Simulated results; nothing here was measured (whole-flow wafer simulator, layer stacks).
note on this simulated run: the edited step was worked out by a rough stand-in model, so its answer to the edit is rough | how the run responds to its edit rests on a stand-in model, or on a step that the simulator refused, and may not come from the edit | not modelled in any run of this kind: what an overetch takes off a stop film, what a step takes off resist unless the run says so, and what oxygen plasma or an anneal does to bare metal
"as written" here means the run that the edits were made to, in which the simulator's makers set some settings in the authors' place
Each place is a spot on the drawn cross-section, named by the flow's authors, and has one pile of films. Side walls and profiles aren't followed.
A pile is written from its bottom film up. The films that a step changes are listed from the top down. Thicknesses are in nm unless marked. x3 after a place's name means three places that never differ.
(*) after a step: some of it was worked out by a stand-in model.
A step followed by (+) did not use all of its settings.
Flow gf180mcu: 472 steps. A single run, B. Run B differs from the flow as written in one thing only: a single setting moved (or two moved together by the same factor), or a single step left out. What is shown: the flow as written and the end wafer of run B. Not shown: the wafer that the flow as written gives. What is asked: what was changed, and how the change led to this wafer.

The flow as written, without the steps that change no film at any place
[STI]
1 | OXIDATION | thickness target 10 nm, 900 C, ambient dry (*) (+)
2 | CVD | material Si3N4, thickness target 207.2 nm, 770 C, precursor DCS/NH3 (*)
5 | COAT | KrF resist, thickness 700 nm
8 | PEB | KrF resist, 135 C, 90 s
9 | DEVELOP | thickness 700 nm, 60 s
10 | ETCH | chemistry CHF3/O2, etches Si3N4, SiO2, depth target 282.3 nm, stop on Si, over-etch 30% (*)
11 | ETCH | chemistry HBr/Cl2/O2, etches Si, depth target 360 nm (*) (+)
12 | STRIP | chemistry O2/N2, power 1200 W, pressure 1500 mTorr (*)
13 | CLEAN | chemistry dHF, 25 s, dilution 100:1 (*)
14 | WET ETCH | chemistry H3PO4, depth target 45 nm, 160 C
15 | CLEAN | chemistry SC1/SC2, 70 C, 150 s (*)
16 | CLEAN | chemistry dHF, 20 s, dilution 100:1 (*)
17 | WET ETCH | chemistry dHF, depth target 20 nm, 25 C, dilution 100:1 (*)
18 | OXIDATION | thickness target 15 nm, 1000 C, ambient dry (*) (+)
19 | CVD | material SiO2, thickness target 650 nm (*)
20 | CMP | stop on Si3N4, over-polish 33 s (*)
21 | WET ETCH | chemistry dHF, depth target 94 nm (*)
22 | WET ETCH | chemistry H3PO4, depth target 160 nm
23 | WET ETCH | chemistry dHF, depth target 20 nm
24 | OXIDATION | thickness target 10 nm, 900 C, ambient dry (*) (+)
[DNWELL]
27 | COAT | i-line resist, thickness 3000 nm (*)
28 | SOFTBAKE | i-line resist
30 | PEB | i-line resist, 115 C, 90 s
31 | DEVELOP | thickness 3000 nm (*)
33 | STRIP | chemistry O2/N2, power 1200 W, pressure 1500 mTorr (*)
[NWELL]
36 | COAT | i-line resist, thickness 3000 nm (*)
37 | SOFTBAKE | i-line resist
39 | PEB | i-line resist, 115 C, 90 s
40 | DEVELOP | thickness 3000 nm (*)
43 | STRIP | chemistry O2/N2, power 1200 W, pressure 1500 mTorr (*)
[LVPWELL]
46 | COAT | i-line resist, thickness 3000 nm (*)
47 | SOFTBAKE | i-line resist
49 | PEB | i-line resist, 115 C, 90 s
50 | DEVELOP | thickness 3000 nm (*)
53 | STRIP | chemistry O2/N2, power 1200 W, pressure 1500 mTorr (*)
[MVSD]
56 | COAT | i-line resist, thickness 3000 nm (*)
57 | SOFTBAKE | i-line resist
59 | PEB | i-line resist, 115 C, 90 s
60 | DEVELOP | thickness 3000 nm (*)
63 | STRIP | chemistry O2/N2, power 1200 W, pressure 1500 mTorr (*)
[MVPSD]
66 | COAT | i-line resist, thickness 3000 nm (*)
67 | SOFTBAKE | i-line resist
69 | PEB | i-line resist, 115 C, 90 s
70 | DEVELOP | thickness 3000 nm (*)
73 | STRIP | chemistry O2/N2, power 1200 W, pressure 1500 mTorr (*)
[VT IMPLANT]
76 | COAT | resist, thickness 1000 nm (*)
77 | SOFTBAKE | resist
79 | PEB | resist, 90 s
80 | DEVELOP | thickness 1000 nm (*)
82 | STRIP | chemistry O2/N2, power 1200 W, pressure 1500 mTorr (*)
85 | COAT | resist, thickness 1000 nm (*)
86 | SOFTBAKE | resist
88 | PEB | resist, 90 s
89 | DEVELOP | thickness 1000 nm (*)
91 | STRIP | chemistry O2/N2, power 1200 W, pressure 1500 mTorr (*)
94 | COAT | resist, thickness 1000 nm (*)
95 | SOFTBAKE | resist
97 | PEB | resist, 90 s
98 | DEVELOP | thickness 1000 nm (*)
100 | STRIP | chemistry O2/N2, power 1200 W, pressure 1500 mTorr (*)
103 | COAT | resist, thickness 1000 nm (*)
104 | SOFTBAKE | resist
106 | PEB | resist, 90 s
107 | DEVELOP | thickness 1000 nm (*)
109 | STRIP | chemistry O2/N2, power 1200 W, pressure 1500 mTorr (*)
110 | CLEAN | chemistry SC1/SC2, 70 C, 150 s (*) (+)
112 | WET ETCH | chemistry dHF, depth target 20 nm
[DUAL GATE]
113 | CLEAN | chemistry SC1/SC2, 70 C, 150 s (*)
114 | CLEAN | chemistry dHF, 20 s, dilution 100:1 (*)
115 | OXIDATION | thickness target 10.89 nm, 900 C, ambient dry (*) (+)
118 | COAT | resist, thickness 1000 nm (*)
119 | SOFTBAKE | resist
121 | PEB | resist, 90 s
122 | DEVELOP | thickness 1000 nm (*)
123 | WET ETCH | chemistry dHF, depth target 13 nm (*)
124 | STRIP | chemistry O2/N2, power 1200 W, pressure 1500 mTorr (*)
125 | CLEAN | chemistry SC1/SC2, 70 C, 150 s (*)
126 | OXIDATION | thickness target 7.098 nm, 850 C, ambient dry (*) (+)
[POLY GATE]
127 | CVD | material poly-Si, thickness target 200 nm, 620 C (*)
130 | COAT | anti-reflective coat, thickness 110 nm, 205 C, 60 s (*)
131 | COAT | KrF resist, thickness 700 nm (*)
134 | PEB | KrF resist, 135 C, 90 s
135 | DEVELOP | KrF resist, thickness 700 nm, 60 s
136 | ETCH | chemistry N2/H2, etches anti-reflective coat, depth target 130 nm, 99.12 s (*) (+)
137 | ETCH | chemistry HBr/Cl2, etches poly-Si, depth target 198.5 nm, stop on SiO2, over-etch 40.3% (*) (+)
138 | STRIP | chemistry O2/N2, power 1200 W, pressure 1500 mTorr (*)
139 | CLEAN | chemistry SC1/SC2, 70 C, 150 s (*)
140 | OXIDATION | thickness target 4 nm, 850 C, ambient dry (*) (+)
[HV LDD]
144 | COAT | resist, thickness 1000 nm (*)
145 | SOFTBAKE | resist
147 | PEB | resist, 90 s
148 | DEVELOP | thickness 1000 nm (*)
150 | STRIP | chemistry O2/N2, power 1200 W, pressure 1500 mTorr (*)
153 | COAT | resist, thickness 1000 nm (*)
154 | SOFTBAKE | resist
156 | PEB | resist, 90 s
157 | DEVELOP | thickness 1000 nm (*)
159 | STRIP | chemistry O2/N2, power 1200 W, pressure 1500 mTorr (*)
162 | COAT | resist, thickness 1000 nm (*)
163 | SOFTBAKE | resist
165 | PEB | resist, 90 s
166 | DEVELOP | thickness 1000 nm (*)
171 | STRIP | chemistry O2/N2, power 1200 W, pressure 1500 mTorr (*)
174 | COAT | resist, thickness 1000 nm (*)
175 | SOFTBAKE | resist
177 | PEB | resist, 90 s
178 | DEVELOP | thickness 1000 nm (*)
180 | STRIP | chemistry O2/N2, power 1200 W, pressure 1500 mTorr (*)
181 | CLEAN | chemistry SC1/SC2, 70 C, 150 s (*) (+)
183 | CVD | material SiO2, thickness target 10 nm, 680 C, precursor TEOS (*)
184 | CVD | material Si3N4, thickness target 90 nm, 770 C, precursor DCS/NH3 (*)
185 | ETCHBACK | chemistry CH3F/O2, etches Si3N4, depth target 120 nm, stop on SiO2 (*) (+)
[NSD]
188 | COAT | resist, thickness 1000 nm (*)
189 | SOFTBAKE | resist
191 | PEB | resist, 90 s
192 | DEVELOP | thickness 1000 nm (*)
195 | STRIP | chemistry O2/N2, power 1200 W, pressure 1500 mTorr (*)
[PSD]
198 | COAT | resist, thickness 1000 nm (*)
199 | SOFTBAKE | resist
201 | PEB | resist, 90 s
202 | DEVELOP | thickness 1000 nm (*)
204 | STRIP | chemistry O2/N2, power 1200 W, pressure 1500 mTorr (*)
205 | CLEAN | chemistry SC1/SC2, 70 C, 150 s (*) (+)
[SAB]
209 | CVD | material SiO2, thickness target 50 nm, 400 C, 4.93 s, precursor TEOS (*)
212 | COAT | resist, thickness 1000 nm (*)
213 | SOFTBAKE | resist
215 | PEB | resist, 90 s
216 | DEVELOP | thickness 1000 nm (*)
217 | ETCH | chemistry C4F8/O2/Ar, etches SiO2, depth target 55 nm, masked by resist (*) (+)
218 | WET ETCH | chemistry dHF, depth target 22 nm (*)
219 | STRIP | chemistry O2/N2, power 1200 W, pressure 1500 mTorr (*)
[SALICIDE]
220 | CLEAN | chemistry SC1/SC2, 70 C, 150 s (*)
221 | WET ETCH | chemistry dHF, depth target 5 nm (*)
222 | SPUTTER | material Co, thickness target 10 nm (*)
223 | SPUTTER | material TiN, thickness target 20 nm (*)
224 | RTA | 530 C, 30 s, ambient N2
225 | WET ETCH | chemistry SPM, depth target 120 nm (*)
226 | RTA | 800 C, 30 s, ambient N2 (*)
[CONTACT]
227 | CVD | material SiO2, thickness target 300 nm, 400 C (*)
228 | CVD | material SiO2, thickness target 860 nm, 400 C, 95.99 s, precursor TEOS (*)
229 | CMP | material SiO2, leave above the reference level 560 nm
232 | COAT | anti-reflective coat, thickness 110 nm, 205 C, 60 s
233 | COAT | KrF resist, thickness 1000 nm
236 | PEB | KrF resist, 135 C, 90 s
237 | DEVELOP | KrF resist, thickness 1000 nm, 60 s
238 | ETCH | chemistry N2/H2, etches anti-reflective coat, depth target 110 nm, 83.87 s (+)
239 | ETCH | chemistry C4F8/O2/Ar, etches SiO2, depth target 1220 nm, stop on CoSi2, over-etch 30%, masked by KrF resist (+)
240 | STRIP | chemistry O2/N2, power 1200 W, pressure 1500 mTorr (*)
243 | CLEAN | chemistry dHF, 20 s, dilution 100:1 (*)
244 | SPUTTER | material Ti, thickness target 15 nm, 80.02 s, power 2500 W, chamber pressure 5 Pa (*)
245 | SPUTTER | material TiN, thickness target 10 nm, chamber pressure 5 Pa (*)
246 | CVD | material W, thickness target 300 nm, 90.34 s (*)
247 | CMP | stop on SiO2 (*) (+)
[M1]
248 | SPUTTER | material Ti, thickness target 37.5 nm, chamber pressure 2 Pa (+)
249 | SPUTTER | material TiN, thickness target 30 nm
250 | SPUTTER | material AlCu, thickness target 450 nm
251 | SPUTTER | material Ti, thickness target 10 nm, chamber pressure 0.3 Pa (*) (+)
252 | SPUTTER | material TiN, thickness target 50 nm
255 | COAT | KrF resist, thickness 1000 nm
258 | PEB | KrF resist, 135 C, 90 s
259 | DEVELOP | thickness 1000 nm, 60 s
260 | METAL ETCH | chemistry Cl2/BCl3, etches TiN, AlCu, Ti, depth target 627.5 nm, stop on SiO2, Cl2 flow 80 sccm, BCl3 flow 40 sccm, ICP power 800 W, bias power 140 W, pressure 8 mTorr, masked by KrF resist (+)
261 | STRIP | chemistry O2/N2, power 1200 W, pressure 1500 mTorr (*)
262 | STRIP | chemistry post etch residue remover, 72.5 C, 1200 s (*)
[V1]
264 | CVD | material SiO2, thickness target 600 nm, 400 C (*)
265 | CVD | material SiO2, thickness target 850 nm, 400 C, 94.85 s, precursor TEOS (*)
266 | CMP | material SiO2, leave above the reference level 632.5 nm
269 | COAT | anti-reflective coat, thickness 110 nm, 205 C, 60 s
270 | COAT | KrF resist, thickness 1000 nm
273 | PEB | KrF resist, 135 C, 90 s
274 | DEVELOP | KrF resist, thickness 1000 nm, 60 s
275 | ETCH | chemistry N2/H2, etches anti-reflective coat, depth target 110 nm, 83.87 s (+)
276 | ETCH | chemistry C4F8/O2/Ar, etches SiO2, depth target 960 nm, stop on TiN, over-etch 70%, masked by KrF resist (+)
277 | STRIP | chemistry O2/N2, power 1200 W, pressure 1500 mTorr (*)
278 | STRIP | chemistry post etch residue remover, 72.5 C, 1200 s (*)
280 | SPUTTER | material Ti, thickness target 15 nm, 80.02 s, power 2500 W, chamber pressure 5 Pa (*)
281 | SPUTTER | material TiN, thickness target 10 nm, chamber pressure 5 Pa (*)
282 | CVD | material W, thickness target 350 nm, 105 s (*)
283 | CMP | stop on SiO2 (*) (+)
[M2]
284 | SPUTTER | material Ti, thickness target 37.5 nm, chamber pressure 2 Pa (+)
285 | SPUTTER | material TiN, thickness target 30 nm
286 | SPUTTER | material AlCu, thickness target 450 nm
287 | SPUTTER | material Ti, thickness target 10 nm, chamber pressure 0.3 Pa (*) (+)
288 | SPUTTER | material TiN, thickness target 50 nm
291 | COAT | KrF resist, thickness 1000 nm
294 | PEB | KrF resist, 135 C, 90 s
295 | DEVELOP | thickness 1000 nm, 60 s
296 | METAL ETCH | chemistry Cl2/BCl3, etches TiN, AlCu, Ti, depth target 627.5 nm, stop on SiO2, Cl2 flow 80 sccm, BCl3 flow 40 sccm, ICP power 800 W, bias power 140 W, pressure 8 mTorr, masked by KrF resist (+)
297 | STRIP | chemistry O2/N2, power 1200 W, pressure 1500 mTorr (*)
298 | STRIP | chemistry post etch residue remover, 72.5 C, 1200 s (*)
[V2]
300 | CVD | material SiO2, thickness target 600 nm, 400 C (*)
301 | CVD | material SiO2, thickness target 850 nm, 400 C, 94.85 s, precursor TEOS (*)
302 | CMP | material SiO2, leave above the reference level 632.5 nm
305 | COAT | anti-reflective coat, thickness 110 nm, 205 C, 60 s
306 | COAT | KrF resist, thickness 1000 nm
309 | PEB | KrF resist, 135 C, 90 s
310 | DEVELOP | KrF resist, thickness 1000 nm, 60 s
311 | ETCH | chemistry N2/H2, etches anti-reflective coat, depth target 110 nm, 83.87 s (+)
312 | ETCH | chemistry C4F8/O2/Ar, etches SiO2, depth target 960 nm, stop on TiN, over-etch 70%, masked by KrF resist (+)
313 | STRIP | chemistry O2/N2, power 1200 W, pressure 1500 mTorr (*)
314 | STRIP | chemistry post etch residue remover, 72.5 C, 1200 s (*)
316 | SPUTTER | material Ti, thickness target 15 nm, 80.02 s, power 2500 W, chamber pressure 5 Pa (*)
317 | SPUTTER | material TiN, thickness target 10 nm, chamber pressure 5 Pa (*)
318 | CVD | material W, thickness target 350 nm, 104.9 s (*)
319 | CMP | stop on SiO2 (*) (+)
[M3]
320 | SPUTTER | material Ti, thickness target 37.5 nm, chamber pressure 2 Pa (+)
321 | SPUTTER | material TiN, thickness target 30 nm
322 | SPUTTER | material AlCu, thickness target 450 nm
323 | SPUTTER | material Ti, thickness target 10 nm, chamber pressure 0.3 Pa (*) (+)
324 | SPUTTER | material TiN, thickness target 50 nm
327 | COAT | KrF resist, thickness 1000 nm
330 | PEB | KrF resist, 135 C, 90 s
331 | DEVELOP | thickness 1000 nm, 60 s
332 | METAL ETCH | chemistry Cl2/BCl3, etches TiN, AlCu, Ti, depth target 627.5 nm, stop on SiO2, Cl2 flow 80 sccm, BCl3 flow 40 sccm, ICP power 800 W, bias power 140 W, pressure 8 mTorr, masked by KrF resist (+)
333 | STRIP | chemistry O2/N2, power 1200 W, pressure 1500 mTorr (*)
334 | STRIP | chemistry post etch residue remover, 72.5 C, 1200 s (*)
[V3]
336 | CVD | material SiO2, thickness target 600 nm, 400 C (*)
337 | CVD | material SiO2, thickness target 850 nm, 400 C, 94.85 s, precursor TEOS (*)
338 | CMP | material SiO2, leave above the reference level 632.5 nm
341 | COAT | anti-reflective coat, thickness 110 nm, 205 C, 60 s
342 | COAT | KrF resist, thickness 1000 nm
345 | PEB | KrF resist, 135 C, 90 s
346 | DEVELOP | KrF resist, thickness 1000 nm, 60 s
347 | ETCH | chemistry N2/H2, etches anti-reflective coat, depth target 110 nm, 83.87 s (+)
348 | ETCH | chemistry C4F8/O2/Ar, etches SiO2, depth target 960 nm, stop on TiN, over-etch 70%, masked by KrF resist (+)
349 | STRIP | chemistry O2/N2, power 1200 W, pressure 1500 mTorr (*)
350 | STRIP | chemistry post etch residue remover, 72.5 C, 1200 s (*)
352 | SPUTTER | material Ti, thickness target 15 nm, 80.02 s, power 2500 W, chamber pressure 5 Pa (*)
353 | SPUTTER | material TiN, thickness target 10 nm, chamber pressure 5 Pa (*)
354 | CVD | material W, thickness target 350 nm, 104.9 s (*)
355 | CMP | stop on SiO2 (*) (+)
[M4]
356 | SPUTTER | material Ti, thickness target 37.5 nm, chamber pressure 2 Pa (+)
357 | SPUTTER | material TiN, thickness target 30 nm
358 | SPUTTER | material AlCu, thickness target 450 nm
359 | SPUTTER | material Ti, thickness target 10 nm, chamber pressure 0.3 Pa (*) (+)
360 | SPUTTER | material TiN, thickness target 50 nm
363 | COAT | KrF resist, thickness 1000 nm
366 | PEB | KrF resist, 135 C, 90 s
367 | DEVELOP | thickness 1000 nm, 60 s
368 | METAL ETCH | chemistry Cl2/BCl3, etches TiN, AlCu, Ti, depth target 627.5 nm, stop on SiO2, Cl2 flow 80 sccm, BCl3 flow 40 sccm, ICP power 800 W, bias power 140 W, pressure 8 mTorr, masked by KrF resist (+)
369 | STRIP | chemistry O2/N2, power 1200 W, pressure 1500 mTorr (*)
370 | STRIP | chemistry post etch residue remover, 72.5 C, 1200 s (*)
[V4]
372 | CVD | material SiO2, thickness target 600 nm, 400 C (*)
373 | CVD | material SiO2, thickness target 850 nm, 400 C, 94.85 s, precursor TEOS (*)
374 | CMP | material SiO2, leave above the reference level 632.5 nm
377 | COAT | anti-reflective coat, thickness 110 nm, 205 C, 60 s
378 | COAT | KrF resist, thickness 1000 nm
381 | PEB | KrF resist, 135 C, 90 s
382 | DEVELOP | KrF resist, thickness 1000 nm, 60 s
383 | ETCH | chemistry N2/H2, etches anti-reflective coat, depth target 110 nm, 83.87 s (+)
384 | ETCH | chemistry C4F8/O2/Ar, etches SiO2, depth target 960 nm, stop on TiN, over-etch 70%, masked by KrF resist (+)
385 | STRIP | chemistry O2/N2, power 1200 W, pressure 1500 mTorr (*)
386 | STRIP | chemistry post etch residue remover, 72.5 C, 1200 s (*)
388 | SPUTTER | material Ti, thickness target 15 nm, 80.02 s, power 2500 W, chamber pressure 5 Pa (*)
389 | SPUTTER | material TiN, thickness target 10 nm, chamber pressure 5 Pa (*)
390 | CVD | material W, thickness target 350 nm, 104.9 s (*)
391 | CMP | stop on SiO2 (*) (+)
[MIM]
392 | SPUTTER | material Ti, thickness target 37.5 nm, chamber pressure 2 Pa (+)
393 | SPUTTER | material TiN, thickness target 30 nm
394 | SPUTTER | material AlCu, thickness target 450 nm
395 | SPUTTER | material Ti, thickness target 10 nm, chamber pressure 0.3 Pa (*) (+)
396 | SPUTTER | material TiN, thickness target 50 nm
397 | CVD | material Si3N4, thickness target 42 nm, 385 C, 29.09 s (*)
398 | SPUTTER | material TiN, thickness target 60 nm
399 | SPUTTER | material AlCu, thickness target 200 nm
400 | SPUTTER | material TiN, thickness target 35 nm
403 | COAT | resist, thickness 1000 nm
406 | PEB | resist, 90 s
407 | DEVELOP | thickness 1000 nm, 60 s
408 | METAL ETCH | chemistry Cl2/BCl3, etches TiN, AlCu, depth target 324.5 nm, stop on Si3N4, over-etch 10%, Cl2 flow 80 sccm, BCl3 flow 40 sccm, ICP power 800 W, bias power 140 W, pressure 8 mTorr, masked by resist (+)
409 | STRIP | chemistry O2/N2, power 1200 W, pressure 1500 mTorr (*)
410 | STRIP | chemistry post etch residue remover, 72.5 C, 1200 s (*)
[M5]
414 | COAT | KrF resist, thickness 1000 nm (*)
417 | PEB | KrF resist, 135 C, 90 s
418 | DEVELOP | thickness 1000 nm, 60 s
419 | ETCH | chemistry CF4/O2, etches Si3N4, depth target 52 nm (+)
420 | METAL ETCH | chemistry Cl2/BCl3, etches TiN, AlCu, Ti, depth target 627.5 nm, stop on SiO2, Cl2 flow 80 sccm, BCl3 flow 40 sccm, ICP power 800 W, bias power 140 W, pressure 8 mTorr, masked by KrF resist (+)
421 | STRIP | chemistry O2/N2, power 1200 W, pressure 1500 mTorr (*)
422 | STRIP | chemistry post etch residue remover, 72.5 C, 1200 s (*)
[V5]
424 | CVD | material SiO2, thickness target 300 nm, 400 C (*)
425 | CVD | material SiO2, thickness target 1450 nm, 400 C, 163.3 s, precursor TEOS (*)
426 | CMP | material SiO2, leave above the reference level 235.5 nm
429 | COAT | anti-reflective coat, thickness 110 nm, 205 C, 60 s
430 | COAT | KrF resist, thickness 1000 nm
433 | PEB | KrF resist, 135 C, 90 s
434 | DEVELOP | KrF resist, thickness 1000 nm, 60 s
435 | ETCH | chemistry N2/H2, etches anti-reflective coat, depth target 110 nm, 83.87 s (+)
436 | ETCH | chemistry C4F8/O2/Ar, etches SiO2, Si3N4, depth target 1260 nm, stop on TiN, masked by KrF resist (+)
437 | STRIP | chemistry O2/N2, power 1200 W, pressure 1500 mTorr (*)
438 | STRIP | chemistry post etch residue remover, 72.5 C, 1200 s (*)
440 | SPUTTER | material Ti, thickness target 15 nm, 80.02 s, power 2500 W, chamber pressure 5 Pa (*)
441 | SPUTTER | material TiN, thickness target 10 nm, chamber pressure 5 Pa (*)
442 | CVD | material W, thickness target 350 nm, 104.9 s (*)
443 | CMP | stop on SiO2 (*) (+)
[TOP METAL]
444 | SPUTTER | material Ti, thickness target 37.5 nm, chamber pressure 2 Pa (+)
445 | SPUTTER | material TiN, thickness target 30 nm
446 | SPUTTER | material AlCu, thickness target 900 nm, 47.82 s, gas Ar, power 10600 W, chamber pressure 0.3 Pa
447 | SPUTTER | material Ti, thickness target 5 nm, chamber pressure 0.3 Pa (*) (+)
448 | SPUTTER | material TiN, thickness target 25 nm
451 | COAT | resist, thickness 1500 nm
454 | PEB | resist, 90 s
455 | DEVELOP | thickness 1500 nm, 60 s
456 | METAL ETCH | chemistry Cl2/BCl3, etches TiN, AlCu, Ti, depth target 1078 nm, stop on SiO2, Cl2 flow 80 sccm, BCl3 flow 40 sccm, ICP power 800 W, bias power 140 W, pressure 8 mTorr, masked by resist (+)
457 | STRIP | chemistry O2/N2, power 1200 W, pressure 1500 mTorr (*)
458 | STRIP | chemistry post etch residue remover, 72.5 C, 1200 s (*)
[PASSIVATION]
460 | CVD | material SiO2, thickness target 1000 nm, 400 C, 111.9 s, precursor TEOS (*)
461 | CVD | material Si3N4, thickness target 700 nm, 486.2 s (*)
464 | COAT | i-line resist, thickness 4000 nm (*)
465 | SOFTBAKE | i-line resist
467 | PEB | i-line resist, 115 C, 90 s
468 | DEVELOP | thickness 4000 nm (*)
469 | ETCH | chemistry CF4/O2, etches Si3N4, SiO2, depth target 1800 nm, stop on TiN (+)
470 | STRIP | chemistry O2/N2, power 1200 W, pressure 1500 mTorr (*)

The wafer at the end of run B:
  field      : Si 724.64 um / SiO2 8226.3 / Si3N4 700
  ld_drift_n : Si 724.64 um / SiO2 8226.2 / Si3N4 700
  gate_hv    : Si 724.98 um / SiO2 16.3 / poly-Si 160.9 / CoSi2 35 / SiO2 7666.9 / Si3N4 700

The reason: step 126, OXIDATION: thickness target 9.44 nm was run, while the flow as written has thickness target 7.098 nm; step 137, ETCH: depth target 264 nm was run, where the flow has depth target 198.5 nm.

The path from the change to this, step by step:
  126 | OXIDATION | thickness target 7.098 nm, 850 C, ambient dry (*) (+)
      gate_hv, active_hv, active_nat and 25 more: +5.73 SiO2, -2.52 Si (it would be, as written: +3.72 SiO2, -1.64 Si)
      active, n_well, p_well and 12 more: +9.44 SiO2 (new film), -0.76 chemical SiO2 (all of it), -3.82 Si (it would be, as written: +7.1 SiO2 (new film), -0.76 chemical SiO2 (all of it), -2.79 Si)
  137 | ETCH | chemistry HBr/Cl2, etches poly-Si, depth target 198.5 nm, stop on SiO2, over-etch 40.3% (*) (+)
      field__w6, sti, m1 and 8 more: -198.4 poly-Si (all of it), -5.58 SiO2 (it would be, as written: -198.4 poly-Si (all of it), -0.41 SiO2)
      field__w3, field__w12, field_sub and 7 more: -198.6 poly-Si (all of it), -5.56 SiO2 (it would be, as written: -198.6 poly-Si (all of it), -0.4 SiO2)
      (as well as at 43 more places)
  145 | SOFTBAKE | resist
      active_nat: +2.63 resist (it would be, as written: +1.52 resist)
  154 | SOFTBAKE | resist
      active_nat: +2.63 resist (it would be, as written: +1.52 resist)
  163 | SOFTBAKE | resist
      active_nat: +2.63 resist (it would be, as written: +1.52 resist)
  175 | SOFTBAKE | resist
      active_nat: +2.63 resist (it would be, as written: +1.52 resist)
  189 | SOFTBAKE | resist
      active_hv: +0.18 resist (it would be, as written: +0.78 resist)
  199 | SOFTBAKE | resist
      active_hv: +0.18 resist (it would be, as written: +0.78 resist)
  218 | WET ETCH | chemistry dHF, depth target 22 nm (*)
      ldn_tap, ldn_src, ldn_drn, ldp_tap, ldp_src, ldp_drn, ldp_gr: -12.9 SiO2 (all of it) (it would be, as written: -16 SiO2 (all of it))
      active, iso_ptap_pw, iso_ntap_nw, iso_ptap_sub, vpnp_e: -6.49 SiO2 (all of it) (it would be, as written: -9.01 SiO2 (all of it))
      (as well as at 11 more places)
  223 | SPUTTER | material TiN, thickness target 20 nm (*)
      field__w12: +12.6 TiN (new film) (it would be, as written: +12 TiN (new film))
  225 | WET ETCH | chemistry SPM, depth target 120 nm (*)
      field__w12: -12.6 TiN (all of it), -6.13 Co (all of it) (it would be, as written: -12 TiN (all of it), -6.15 Co (all of it))
  229 | CMP | material SiO2, leave above the reference level 560 nm
      field__w3: -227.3 SiO2 (it would be, as written: -232.4 SiO2)
      field__w12: -227.2 SiO2 (it would be, as written: -232.2 SiO2)
      (as well as at 1 more place)
